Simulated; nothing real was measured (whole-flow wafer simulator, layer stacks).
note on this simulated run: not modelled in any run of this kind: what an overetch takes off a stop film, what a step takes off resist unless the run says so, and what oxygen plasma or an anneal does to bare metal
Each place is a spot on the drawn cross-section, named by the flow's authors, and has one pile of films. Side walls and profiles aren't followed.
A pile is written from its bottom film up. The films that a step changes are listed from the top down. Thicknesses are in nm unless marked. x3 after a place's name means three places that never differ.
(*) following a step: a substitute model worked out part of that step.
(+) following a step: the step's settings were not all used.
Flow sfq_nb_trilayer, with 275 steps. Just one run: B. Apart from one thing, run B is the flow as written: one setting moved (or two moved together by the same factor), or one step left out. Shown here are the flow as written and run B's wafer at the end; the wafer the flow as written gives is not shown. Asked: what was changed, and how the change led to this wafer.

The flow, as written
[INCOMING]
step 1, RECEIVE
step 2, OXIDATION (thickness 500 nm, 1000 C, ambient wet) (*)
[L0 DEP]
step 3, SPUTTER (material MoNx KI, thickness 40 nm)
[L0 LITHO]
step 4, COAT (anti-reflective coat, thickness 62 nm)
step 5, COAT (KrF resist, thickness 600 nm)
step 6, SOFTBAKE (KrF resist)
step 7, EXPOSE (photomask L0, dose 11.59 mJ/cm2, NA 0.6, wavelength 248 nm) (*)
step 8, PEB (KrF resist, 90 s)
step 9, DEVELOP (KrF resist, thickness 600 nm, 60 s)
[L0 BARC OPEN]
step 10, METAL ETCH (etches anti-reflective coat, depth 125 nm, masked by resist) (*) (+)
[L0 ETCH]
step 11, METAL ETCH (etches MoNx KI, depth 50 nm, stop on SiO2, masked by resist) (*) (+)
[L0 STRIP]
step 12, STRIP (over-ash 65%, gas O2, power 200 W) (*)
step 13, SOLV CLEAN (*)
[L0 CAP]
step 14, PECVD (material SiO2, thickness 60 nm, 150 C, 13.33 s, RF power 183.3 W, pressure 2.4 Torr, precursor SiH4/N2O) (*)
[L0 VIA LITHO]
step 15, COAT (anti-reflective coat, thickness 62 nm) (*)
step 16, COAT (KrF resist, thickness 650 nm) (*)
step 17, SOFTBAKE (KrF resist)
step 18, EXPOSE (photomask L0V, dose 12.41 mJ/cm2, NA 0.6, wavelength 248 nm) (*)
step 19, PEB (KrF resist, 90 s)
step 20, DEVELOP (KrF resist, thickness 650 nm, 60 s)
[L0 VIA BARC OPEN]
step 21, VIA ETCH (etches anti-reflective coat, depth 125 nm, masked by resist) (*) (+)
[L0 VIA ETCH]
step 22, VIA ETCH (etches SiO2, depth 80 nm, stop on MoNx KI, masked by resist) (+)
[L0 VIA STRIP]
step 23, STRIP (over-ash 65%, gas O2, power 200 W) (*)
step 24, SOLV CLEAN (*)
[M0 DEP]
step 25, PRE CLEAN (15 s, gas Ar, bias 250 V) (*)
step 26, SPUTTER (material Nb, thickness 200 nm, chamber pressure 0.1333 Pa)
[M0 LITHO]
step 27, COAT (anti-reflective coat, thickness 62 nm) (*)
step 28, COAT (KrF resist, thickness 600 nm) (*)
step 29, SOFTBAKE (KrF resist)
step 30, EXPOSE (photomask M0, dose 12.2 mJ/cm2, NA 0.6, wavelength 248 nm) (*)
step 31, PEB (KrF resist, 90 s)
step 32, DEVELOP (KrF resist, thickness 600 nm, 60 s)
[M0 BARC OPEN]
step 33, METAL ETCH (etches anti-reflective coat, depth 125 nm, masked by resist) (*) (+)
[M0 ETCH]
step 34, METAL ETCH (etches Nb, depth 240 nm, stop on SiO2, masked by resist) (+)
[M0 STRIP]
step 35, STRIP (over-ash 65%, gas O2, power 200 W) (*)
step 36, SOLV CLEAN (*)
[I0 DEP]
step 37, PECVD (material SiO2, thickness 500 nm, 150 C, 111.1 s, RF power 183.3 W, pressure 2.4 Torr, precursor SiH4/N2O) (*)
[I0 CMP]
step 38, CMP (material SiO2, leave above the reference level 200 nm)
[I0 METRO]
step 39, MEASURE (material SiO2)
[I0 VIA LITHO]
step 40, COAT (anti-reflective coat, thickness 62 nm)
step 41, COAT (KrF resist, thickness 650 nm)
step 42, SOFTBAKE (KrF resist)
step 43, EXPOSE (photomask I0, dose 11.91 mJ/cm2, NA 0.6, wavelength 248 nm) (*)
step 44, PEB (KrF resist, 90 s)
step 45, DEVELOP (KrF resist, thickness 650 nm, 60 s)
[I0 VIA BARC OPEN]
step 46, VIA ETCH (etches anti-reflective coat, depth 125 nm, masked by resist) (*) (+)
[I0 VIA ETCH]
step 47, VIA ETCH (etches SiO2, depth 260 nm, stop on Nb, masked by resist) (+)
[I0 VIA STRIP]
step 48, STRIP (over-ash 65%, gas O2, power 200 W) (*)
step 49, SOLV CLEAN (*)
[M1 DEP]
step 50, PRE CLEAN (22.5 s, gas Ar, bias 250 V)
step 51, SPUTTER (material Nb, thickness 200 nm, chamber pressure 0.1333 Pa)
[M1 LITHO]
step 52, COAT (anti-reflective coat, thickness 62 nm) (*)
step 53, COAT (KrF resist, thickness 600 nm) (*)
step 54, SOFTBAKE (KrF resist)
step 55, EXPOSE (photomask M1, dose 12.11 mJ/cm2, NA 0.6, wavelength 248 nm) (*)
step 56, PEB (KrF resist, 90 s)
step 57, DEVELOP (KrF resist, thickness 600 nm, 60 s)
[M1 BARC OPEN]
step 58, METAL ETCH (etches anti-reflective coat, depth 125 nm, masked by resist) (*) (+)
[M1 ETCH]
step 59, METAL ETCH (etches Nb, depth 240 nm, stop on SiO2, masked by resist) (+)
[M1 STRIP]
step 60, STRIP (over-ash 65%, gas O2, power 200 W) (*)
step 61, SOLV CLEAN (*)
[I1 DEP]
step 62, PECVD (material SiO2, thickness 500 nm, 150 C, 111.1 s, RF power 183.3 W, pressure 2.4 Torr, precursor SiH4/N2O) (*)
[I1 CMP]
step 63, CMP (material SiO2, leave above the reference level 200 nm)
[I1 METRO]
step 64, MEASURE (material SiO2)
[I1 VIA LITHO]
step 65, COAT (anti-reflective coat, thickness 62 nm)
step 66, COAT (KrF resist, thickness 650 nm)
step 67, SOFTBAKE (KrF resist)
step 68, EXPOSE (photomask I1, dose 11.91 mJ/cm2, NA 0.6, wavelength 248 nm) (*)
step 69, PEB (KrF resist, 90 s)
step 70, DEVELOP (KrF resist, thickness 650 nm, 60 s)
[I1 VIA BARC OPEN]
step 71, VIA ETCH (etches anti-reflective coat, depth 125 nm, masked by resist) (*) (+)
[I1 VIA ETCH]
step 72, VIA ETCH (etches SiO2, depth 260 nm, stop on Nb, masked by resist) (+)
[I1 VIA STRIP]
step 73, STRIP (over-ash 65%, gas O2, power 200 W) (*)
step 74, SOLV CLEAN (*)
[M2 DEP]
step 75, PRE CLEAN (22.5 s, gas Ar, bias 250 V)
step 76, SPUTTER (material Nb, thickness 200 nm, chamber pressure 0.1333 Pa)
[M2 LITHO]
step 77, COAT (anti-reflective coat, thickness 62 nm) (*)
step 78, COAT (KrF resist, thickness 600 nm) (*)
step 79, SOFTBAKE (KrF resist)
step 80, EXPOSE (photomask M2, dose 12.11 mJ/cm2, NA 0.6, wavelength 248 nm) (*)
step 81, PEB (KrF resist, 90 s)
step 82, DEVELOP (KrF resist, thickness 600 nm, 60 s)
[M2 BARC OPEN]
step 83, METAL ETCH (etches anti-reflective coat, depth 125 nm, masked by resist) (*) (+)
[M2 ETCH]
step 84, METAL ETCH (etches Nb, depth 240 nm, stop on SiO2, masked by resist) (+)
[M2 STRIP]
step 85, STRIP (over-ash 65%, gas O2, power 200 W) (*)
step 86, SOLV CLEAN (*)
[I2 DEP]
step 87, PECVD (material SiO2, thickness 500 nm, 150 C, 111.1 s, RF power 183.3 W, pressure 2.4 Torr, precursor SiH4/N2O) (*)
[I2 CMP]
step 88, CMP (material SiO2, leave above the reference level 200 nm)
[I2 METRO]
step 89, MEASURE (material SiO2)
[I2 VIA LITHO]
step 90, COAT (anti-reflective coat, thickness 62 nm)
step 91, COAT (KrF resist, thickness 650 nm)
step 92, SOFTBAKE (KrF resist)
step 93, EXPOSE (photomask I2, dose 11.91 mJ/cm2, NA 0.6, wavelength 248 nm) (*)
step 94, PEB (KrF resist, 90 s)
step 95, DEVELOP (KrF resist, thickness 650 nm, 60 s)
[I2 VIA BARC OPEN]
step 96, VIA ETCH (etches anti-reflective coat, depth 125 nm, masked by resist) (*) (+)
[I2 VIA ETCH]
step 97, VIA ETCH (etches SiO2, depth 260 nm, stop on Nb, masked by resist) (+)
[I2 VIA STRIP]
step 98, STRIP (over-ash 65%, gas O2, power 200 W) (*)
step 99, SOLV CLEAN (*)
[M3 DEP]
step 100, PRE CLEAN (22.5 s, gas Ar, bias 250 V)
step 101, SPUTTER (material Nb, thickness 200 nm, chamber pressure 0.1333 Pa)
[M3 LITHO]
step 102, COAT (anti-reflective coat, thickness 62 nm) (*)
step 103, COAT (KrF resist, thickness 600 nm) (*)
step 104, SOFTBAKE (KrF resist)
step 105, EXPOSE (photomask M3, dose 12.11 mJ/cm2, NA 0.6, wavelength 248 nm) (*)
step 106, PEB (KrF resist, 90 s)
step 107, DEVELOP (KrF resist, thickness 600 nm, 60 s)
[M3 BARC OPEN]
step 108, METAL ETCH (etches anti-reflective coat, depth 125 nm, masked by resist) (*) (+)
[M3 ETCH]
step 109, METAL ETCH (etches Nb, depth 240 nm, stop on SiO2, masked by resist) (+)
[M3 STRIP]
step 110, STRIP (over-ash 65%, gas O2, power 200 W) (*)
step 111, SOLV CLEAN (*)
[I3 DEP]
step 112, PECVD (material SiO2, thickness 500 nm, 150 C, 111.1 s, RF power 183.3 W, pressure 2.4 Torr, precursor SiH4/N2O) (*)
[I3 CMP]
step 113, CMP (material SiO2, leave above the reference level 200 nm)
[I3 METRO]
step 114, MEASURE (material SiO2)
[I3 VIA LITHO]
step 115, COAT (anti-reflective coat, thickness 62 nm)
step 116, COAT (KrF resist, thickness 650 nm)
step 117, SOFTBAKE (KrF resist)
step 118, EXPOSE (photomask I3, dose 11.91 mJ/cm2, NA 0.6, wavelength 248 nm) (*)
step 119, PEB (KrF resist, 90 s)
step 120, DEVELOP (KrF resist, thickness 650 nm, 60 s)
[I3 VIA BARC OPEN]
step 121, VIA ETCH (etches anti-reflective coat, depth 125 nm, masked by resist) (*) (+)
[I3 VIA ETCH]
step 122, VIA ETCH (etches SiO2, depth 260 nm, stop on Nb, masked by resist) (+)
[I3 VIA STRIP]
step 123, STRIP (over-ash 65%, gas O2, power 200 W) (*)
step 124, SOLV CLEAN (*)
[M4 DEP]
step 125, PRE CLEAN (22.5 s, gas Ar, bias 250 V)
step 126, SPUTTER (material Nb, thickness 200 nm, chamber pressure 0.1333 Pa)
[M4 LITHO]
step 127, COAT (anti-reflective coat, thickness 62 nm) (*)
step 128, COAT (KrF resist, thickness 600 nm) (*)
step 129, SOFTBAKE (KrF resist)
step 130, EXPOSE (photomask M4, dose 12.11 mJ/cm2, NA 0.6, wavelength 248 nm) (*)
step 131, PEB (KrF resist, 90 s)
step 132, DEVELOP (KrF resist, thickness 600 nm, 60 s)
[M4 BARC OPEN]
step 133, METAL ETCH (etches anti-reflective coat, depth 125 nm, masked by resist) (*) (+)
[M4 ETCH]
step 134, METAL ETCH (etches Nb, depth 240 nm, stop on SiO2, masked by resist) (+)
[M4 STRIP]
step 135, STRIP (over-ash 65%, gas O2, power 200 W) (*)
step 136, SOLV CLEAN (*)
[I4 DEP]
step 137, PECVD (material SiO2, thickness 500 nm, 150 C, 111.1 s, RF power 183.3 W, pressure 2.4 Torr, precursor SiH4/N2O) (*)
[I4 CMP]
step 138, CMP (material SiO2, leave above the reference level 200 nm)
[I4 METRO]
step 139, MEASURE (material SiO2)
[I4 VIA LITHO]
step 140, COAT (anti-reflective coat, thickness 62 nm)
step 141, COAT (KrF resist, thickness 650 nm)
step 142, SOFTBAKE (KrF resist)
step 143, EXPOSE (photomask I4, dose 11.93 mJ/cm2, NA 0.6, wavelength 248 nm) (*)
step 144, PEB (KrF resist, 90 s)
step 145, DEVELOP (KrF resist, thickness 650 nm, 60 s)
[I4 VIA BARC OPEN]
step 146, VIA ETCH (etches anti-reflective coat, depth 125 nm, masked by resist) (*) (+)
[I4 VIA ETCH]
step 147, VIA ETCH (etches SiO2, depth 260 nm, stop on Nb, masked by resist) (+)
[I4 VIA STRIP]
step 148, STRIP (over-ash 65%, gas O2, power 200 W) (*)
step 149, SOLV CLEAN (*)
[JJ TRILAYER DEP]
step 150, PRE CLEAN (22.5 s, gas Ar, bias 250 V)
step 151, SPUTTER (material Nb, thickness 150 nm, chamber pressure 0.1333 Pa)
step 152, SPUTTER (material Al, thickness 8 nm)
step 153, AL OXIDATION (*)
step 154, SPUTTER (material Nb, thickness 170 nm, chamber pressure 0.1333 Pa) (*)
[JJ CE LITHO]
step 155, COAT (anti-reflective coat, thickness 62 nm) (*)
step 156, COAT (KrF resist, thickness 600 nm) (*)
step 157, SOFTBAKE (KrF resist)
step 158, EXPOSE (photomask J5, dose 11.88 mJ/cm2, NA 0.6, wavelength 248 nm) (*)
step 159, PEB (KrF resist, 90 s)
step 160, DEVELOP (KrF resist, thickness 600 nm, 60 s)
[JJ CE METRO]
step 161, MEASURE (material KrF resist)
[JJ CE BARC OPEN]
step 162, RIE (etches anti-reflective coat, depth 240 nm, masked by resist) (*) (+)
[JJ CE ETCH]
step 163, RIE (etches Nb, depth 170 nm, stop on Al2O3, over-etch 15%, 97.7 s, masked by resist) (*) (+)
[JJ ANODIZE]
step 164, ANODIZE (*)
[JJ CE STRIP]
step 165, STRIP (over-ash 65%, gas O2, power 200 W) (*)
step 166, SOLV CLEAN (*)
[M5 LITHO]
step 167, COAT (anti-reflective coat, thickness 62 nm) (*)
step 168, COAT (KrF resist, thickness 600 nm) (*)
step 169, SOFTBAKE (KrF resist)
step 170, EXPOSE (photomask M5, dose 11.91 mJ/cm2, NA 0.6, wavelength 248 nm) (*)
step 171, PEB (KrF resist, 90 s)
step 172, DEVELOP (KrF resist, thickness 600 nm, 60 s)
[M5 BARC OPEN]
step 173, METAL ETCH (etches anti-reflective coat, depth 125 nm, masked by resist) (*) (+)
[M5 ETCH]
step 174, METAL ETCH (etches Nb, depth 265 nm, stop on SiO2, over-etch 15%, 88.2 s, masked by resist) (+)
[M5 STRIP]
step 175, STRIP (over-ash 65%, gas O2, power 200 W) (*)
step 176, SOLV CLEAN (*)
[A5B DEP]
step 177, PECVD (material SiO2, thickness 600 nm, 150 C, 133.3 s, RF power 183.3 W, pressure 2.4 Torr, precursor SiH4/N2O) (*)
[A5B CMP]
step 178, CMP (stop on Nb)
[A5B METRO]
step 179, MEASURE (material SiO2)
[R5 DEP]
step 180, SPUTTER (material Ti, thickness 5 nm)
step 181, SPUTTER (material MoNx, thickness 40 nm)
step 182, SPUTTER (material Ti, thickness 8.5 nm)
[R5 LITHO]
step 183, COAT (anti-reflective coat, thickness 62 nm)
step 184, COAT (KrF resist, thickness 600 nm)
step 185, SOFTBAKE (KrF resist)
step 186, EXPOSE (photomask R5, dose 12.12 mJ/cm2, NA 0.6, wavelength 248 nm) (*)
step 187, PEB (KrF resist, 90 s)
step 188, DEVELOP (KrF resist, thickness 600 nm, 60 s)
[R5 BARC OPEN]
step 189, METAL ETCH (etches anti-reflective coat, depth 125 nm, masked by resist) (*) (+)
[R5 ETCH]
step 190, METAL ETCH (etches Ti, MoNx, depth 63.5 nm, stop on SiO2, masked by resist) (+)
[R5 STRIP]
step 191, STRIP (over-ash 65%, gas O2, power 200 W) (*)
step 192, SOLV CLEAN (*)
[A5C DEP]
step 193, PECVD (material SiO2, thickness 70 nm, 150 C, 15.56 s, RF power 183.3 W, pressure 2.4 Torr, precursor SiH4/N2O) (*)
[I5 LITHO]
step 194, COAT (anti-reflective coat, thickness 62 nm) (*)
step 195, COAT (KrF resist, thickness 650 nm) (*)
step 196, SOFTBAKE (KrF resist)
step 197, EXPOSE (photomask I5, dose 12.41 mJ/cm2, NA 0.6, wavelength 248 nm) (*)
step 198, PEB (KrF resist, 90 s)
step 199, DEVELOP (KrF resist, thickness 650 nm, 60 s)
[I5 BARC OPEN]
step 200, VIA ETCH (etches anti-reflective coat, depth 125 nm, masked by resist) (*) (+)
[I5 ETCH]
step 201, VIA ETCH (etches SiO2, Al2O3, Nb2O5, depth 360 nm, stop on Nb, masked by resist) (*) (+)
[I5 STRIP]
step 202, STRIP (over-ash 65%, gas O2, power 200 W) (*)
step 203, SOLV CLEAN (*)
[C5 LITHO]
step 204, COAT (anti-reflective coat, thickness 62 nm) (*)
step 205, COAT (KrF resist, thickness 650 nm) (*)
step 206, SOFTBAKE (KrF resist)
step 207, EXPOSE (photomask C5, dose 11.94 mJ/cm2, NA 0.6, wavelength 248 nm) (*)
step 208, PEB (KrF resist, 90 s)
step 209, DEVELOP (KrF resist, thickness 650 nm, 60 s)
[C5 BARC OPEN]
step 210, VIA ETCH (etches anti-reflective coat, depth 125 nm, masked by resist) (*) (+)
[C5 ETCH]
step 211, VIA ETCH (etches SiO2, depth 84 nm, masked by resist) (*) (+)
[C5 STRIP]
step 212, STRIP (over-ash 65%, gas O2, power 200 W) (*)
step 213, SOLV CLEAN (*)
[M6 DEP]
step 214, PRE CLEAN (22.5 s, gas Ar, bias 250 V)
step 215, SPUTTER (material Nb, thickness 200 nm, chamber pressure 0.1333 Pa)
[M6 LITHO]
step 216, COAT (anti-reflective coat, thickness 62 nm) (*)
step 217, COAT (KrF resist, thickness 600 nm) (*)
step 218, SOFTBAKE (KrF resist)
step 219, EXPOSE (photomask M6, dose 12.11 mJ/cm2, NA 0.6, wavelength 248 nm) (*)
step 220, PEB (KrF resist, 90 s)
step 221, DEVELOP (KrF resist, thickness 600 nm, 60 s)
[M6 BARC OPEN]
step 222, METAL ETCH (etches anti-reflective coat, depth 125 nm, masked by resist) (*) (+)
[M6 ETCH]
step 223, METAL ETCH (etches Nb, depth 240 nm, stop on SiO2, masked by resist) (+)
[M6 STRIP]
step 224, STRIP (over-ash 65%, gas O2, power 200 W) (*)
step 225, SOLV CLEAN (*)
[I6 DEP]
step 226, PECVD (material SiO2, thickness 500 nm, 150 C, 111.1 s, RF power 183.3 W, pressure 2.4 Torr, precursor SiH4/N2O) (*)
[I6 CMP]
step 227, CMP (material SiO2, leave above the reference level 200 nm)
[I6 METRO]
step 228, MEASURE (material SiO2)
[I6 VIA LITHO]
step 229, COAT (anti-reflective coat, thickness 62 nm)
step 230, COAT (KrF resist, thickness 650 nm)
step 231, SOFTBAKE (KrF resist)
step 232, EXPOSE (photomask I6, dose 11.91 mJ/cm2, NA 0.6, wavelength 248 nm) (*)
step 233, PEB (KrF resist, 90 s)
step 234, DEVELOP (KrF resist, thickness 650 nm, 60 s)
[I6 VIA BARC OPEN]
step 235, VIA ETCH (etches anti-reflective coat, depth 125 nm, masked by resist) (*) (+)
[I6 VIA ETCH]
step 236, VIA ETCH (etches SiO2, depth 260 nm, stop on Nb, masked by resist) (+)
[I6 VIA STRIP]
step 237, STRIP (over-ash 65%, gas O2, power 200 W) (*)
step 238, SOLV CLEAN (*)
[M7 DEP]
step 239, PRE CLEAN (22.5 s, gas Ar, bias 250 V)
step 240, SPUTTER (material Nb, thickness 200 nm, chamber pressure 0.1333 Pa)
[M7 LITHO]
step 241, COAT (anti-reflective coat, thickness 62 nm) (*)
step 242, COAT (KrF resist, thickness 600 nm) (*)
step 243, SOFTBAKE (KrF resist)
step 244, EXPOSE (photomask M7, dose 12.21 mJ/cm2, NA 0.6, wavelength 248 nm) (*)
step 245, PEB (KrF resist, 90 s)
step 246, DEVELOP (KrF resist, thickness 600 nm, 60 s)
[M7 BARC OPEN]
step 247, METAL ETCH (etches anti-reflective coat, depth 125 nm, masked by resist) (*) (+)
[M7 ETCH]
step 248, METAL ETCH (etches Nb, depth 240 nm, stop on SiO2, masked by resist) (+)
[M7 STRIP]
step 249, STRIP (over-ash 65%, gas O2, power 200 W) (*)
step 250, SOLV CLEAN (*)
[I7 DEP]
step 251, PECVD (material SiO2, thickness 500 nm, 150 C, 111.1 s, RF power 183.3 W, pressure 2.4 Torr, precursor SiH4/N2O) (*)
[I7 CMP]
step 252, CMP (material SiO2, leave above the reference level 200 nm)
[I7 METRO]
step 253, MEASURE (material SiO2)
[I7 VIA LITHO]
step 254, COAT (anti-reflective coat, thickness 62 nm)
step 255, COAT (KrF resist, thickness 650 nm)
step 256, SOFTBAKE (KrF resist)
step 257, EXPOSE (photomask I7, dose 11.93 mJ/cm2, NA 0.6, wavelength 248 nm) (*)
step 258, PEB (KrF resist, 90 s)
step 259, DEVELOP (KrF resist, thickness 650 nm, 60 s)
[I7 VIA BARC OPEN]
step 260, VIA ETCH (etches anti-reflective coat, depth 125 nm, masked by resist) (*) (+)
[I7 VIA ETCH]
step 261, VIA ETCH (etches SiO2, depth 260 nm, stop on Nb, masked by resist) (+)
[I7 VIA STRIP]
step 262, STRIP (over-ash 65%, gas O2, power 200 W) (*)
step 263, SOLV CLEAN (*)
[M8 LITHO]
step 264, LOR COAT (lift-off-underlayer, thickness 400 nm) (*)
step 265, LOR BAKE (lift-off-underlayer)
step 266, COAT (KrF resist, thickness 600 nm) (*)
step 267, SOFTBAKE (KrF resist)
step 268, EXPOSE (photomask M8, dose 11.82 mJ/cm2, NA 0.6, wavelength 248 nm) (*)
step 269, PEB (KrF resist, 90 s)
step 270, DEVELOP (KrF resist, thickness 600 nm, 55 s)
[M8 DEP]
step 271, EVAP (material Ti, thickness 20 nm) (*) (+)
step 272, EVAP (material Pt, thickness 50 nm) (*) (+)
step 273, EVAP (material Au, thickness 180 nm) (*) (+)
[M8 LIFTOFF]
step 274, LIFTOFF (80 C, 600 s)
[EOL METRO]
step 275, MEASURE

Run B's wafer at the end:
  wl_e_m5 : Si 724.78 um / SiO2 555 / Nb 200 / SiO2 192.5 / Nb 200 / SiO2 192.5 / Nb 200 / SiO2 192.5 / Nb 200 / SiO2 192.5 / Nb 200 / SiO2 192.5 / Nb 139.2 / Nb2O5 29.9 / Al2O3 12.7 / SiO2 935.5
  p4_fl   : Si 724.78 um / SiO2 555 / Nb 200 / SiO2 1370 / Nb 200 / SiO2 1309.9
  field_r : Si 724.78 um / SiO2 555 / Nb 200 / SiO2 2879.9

Cause: step 240, SPUTTER: thickness 134 nm was run, while the flow as written has thickness 200 nm.

How this came from the change, step by step:
  step 240, SPUTTER (material Nb, thickness 200 nm, chamber pressure 0.1333 Pa)
      field_l, v_sur, via_wl and 102 more: +134 Nb (new film) (as written it would have been: +200 Nb (new film))
      via_v: +107.8 Nb (as written it would have been: +161.1 Nb)
  step 241, COAT (anti-reflective coat, thickness 62 nm) (*)
      via_v: +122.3 anti-reflective coat (new film) (as written it would have been: +126 anti-reflective coat (new film))
  step 248, METAL ETCH (etches Nb, depth 240 nm, stop on SiO2, masked by resist) (+)
      field_l, field_r, lsp_l and 62 more: -134 Nb (all of it) (as written it would have been: -200 Nb (all of it))
      v_sur, via_wl, via_w and 38 more: -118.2 KrF resist (as written it would have been: -141.2 KrF resist)
  step 249, STRIP (over-ash 65%, gas O2, power 200 W) (*)
      wl_j_sl, wl_jj, wl_j_sr and 14 more: -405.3 KrF resist (all of it), -62 anti-reflective coat (all of it) (as written it would have been: -382.4 KrF resist (all of it), -62 anti-reflective coat (all of it))
      ln_m5, lsp_m, ln_m6, lsp_r: -404.9 KrF resist (all of it), -61.8 anti-reflective coat (all of it) (as written it would have been: -381.9 KrF resist (all of it), -61.8 anti-reflective coat (all of it))
      (and at 20 other places as well)
  step 251, PECVD (material SiO2, thickness 500 nm, 150 C, 111.1 s, RF power 183.3 W, pressure 2.4 Torr, precursor SiH4/N2O) (*)
      m7r_space_l x2: +500 SiO2 (as written it would have been: +557.1 SiO2)
      via_v: +601.2 SiO2 (new film) (as written it would have been: +621 SiO2 (new film))
  step 252, CMP (material SiO2, leave above the reference level 200 nm)
      field_l, p4_fl, p4_fm and 56 more: -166 SiO2 (as written it would have been: -100 SiO2)
      field_r, lsp_l: -151 SiO2 (as written it would have been: -77.7 SiO2)
      (and at 5 other places as well)
